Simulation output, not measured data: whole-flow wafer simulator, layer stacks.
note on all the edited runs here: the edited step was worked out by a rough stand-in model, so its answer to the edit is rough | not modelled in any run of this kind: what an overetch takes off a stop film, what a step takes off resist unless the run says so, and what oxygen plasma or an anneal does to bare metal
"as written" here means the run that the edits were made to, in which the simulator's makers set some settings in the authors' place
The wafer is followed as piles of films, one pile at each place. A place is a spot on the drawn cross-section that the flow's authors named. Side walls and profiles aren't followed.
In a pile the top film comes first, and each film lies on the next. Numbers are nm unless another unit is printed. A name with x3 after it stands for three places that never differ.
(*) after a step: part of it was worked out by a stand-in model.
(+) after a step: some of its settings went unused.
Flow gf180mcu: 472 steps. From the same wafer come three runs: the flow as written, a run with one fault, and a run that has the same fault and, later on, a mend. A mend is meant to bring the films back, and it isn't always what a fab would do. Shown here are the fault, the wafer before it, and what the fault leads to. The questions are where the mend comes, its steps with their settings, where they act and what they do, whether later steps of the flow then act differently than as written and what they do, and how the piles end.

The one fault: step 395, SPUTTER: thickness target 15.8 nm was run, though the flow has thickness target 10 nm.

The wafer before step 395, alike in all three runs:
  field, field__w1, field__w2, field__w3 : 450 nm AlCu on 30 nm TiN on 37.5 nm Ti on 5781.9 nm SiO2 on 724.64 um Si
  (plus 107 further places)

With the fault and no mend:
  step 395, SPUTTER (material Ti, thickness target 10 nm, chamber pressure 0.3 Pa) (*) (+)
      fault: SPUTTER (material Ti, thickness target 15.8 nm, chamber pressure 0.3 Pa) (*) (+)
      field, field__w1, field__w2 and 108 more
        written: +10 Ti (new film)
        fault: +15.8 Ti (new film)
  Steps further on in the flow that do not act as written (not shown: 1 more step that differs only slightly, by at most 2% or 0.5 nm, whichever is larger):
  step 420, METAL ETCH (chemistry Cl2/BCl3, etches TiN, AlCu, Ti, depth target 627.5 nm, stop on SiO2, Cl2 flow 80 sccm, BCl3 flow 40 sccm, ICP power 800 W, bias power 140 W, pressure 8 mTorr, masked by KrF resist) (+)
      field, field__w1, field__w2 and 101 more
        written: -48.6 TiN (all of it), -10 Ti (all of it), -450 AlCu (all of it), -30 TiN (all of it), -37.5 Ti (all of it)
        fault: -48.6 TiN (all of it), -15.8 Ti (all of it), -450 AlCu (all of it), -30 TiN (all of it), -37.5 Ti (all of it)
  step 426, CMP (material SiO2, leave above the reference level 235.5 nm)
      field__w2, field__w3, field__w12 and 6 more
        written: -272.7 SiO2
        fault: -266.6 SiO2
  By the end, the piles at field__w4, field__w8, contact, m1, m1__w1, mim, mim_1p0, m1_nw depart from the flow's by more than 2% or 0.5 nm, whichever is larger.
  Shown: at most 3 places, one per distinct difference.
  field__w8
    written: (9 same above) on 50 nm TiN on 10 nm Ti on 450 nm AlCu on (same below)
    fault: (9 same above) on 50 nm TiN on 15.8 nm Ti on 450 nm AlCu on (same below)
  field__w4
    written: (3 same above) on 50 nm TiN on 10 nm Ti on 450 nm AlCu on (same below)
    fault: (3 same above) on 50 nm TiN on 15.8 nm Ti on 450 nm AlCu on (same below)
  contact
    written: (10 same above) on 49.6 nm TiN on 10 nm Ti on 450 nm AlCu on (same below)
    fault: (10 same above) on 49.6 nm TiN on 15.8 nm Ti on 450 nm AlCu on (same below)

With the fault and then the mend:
  The mend stands after step 395.
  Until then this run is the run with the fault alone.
  step 395a, METAL ETCH (chemistry Cl2/BCl3, etches TiN, AlCu, Ti, depth target 5.8 nm, Cl2 flow 80 sccm, BCl3 flow 40 sccm, ICP power 800 W, bias power 140 W, pressure 8 mTorr) (the flow's step 260 again, with other settings)
      field, field__w1, field__w2 and 108 more
        -5.8 Ti
  Later steps of the flow that are run all act as written at every place that is followed.
  At every place that both follow, the piles at the end match the flow's.
